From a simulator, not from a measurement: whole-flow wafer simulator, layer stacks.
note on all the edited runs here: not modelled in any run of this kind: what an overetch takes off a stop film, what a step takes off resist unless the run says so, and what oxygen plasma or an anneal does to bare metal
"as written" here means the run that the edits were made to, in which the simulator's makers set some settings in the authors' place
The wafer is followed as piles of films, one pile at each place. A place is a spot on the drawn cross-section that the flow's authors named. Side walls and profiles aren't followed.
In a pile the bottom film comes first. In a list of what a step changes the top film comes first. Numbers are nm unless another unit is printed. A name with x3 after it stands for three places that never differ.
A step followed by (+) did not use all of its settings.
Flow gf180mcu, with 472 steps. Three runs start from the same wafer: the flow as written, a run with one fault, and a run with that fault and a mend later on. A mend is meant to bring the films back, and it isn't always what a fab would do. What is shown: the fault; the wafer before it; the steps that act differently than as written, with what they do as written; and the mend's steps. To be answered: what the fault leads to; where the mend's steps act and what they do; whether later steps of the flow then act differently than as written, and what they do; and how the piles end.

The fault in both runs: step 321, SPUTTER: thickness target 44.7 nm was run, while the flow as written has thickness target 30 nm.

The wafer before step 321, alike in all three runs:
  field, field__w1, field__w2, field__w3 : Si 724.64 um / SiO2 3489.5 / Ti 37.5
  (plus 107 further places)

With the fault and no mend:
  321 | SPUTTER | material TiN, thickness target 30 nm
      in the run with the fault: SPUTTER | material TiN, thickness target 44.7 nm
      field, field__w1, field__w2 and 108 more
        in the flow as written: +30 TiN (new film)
        in the run with the fault: +44.7 TiN (new film)
  Steps later in the flow that act otherwise than as written:
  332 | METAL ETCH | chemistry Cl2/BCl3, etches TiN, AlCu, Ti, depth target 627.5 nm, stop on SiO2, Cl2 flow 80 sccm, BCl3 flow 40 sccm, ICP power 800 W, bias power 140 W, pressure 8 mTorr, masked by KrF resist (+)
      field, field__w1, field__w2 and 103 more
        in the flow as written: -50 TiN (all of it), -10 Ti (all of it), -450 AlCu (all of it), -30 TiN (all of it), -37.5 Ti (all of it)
        in the run with the fault: -50 TiN (all of it), -10 Ti (all of it), -450 AlCu (all of it), -44.7 TiN (all of it), -37.5 Ti (all of it)
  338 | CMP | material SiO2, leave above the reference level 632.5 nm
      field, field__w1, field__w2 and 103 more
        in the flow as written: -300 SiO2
        in the run with the fault: -285.3 SiO2
  At field__w8, contact, m1, m1__w1, m1_nw, the piles at the end differ from the flow's by more than 2% or 0.5 nm, whichever is larger.
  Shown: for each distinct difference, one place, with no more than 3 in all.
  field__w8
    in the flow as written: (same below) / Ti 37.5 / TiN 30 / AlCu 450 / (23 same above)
    in the run with the fault: (same below) / Ti 37.5 / TiN 44.7 / AlCu 450 / (23 same above)
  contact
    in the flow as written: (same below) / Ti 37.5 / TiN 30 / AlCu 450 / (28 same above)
    in the run with the fault: (same below) / Ti 37.5 / TiN 44.7 / AlCu 450 / (28 same above)

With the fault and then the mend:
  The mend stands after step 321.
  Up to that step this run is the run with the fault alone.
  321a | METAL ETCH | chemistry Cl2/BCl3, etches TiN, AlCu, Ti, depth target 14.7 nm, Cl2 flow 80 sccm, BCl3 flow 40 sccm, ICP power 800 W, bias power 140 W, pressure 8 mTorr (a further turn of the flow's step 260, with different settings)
      field, field__w1, field__w2 and 108 more
        -14.7 TiN
  None of the later steps of the flow acts differently than as written at any place that is followed.
  At every place that both follow, the piles at the end match the flow's.
